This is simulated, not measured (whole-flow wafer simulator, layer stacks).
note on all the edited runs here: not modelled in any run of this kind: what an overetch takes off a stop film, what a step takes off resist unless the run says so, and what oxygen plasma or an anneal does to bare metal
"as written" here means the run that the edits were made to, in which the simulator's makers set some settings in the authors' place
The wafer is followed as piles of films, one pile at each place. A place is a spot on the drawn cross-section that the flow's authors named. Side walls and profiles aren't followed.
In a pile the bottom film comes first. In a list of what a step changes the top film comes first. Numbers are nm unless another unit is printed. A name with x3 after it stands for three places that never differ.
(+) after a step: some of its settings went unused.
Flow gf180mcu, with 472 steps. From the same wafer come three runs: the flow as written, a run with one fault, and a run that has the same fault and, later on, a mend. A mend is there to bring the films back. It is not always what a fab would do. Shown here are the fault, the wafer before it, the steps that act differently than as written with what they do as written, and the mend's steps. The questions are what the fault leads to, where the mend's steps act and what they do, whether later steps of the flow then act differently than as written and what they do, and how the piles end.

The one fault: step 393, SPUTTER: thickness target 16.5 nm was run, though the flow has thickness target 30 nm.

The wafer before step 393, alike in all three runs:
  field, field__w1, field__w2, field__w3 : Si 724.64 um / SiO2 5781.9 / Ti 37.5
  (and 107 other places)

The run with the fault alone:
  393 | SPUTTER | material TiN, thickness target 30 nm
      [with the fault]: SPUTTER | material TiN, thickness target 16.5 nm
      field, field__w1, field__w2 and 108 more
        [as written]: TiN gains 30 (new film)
        [with the fault]: TiN gains 16.5 (new film)
  Steps later in the flow that act otherwise than as written (1 more step, not shown, differs only slightly: by at most 2% or 0.5 nm, whichever is larger):
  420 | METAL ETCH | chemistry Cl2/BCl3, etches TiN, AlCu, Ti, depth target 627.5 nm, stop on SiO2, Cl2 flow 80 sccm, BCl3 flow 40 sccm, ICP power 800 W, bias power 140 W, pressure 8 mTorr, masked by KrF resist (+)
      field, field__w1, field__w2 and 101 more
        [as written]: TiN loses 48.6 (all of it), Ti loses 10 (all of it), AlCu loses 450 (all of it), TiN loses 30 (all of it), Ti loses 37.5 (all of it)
        [with the fault]: TiN loses 48.6 (all of it), Ti loses 10 (all of it), AlCu loses 450 (all of it), TiN loses 16.5 (all of it), Ti loses 37.5 (all of it)
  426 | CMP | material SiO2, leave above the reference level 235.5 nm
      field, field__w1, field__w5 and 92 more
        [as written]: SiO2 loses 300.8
        [with the fault]: SiO2 loses 314.3
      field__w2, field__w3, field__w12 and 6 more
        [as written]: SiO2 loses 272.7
        [with the fault]: SiO2 loses 286.8
  At field__w4, field__w8, contact, m1, m1__w1, mim, mim_1p0, m1_nw, the piles at the end differ from the flow's by more than 2% or 0.5 nm, whichever is larger.
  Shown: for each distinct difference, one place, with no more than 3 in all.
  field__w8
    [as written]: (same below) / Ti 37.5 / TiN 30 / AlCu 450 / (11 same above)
    [with the fault]: (same below) / Ti 37.5 / TiN 16.5 / AlCu 450 / (11 same above)
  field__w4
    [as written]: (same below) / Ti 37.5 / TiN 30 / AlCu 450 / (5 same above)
    [with the fault]: (same below) / Ti 37.5 / TiN 16.5 / AlCu 450 / (5 same above)
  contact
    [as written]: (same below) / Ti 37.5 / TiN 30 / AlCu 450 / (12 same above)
    [with the fault]: (same below) / Ti 37.5 / TiN 16.5 / AlCu 450 / (12 same above)

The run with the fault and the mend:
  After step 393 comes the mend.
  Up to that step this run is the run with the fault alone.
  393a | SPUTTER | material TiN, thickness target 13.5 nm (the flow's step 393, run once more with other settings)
      field, field__w1, field__w2 and 108 more
        TiN gains 13.5
  Every later step of the flow that is run acts as written at every place that is followed.
  The piles end the same as the flow's at every place that both follow.
